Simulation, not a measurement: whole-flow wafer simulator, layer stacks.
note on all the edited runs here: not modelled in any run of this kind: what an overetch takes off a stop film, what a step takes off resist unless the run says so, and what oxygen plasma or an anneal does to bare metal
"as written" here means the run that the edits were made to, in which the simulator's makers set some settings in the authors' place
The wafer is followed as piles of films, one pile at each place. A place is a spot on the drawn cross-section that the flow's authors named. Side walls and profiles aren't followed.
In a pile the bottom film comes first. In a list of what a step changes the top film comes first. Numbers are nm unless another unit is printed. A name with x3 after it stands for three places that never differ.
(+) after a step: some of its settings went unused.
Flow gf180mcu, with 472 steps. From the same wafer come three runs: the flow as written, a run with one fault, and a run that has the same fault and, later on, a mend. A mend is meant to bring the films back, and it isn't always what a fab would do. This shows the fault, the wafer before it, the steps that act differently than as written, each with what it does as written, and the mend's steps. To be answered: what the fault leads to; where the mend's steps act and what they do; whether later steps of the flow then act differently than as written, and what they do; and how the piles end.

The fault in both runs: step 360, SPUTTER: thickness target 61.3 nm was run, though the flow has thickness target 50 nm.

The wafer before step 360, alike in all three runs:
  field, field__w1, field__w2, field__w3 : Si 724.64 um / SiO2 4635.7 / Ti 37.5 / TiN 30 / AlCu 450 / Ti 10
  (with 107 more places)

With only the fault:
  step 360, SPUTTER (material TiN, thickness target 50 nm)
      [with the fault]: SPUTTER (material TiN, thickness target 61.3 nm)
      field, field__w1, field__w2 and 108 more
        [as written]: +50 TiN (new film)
        [with the fault]: +61.3 TiN (new film)
  Later steps of the flow acting differently than as written (6 other steps are not shown; they differ only slightly, by no more than 2% or 0.5 nm, whichever is larger):
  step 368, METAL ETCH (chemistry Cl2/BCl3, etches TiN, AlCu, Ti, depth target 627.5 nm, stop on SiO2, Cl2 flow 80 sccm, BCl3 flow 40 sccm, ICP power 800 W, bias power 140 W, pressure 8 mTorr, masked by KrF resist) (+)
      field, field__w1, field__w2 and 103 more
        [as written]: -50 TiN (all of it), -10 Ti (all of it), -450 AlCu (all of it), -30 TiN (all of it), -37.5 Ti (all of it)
        [with the fault]: -61.3 TiN (all of it), -10 Ti (all of it), -450 AlCu (all of it), -30 TiN (all of it), -37.5 Ti (all of it)
  At field__w8, contact, m1, m1__w1, m1_nw, the piles at the end differ from the flow's by more than 2% or 0.5 nm, whichever is larger.
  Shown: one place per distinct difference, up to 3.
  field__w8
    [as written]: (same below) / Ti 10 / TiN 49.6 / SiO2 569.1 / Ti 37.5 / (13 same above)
    [with the fault]: (same below) / Ti 10 / TiN 60.9 / SiO2 557.8 / Ti 37.5 / (13 same above)
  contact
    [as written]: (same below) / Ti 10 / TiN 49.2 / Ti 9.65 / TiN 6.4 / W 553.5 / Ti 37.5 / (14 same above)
    [with the fault]: (same below) / Ti 10 / TiN 60.5 / Ti 9.72 / TiN 6.45 / W 542.1 / Ti 37.5 / (14 same above)

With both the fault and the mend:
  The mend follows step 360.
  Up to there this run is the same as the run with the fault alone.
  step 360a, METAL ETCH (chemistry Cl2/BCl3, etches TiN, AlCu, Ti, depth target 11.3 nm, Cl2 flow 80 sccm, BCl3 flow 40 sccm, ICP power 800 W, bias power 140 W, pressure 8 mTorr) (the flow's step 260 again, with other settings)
      field, field__w1, field__w2 and 108 more
        -11.3 TiN
  Every later step of the flow that is run acts as written at every place that is followed.
  By the end, the piles equal the flow's at every place that both follow.
